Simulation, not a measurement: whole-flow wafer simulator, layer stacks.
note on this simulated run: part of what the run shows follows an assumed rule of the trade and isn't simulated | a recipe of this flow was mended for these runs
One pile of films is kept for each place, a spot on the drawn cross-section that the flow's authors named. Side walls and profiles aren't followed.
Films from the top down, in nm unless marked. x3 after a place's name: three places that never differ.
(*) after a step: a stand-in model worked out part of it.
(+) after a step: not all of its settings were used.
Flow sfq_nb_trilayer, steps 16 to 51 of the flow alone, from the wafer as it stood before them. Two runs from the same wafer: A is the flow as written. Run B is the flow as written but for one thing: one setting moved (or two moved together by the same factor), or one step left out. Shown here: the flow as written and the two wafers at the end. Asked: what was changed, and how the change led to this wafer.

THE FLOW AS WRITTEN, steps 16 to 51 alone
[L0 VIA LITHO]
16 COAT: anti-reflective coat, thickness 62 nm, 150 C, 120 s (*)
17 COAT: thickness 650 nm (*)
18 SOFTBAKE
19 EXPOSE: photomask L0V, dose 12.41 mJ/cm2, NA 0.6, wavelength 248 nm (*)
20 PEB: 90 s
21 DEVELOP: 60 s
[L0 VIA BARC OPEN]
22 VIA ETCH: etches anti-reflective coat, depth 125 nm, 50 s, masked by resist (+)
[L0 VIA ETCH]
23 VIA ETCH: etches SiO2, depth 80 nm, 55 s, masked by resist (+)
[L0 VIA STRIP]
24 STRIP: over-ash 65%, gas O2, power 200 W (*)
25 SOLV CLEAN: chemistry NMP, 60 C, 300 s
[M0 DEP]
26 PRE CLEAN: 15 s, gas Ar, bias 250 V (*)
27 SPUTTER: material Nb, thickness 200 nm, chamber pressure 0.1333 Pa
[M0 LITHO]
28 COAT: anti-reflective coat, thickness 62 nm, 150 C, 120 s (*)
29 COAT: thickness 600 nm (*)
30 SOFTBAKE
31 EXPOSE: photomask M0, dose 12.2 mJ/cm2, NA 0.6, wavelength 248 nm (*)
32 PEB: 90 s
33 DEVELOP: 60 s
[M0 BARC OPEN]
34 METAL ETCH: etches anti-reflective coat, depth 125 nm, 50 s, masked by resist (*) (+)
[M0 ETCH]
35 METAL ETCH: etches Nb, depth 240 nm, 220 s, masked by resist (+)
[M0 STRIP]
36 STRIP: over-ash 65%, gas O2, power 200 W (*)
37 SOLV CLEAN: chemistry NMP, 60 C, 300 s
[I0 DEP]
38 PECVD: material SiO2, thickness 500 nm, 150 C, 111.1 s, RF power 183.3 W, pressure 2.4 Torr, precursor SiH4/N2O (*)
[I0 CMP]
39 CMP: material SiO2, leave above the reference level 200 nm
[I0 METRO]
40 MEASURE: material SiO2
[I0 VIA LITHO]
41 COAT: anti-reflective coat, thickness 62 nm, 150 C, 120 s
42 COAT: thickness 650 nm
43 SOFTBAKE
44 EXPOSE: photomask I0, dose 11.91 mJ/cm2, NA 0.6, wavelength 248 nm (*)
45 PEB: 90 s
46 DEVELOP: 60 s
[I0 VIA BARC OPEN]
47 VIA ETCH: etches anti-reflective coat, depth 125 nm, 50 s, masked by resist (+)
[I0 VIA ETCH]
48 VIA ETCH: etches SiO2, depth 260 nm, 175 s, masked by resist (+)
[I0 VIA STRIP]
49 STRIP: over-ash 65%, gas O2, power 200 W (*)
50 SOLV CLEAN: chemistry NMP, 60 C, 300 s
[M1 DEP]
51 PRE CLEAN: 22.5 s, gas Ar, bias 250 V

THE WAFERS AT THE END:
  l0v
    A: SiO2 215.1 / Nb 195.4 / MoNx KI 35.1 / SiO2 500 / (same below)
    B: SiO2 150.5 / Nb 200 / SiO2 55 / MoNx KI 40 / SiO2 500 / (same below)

The cause: step 22, VIA ETCH: etches anti-reflective coat, depth 125 nm, 50 s, masked by resist (+), was left out.

How the change led to this, step by step:
  23 VIA ETCH: etches SiO2, depth 80 nm, 55 s, masked by resist (+)
      l0v: A SiO2 -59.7 (all of it), MoNx KI -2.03 | B anti-reflective coat -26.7
  24 STRIP: over-ash 65%, gas O2, power 200 W (*)
      l0v: A nothing | B anti-reflective coat -31.3 (all of it)
      p4_fl x71, m0r_space_l x2: A KrF-resist-other-grade -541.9 (all of it), anti-reflective coat -62 (all of it) | B KrF-resist-other-grade -611.3 (all of it), anti-reflective coat -62 (all of it)
      (and at 32 more places)
  26 PRE CLEAN: 15 s, gas Ar, bias 250 V (*)
      l0v: A MoNx KI -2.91 | B SiO2 -5
  27 SPUTTER: material Nb, thickness 200 nm, chamber pressure 0.1333 Pa
      l0v: A Nb +195.4 (new film) | B Nb +200 (new film)
  28 COAT: anti-reflective coat, thickness 62 nm, 150 C, 120 s (*)
      lsp_m: A anti-reflective coat +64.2 (new film) | B anti-reflective coat +62.7 (new film)
      ln_m6: A anti-reflective coat +67.9 (new film) | B anti-reflective coat +65.2 (new film)
      (and at 3 more places)
  29 COAT: thickness 600 nm (*)
      l0v: A KrF-resist-other-grade +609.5 (new film) | B KrF-resist-other-grade +588.9 (new film)
  36 STRIP: over-ash 65%, gas O2, power 200 W (*)
      lsp_m: A KrF-resist-other-grade -371.9 (all of it), anti-reflective coat -64.2 (all of it) | B KrF-resist-other-grade -373.8 (all of it), anti-reflective coat -62.7 (all of it)
      ln_m6: A KrF-resist-other-grade -369.9 (all of it), anti-reflective coat -67.9 (all of it) | B KrF-resist-other-grade -374.1 (all of it), anti-reflective coat -65.2 (all of it)
      (and at 3 more places)
  39 CMP: material SiO2, leave above the reference level 200 nm
      l0v: A SiO2 -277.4 | B SiO2 -342
Counting metal films that touch as one body, l0v has 2 bodies (between them, from the top down: SiO2 55); the flow as written gives 1 body.
